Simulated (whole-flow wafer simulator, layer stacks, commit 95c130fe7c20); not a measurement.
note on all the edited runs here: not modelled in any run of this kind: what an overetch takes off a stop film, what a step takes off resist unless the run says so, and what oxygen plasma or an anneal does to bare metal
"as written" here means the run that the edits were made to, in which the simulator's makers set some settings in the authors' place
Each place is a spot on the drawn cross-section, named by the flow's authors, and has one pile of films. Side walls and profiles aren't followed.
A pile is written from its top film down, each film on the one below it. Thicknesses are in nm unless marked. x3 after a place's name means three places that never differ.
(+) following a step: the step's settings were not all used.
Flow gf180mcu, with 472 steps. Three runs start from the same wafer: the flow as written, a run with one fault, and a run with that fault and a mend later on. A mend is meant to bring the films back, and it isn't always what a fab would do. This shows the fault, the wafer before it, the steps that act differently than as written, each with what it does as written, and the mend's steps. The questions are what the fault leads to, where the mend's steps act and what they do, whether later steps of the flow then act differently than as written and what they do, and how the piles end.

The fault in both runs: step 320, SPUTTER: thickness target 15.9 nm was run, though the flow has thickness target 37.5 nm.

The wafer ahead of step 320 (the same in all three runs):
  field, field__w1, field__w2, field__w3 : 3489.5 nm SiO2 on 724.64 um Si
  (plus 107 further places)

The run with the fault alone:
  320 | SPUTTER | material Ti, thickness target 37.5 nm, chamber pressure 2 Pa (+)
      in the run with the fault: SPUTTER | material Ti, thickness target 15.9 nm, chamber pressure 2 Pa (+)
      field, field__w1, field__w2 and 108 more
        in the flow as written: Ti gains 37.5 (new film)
        in the run with the fault: Ti gains 15.9 (new film)
  Steps later in the flow that act otherwise than as written:
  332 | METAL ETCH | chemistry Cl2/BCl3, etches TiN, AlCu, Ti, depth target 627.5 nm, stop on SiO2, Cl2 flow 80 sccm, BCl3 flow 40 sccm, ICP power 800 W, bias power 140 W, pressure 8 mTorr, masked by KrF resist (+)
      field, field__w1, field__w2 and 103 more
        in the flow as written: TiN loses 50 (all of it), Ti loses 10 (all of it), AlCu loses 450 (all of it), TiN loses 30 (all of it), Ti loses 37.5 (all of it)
        in the run with the fault: TiN loses 50 (all of it), Ti loses 10 (all of it), AlCu loses 450 (all of it), TiN loses 30 (all of it), Ti loses 15.9 (all of it)
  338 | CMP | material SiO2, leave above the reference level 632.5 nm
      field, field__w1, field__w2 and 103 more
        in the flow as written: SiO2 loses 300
        in the run with the fault: SiO2 loses 321.6
  At field__w8, contact, m1, m1__w1, m1_nw, the piles at the end differ from the flow's by more than 2% or 0.5 nm, whichever is larger.
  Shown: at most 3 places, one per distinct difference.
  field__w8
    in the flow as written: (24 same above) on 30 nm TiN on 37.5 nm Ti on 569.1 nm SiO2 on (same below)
    in the run with the fault: (24 same above) on 30 nm TiN on 15.9 nm Ti on 569.1 nm SiO2 on (same below)
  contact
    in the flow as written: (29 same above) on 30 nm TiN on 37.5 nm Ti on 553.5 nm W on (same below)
    in the run with the fault: (29 same above) on 30 nm TiN on 15.9 nm Ti on 553.5 nm W on (same below)

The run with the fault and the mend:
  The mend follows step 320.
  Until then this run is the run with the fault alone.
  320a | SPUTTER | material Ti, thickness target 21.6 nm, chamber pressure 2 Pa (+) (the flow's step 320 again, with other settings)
      field, field__w1, field__w2 and 108 more
        Ti gains 21.6
  Later steps of the flow that are run all act as written at every place that is followed.
  By the end, the piles equal the flow's at every place that both follow.
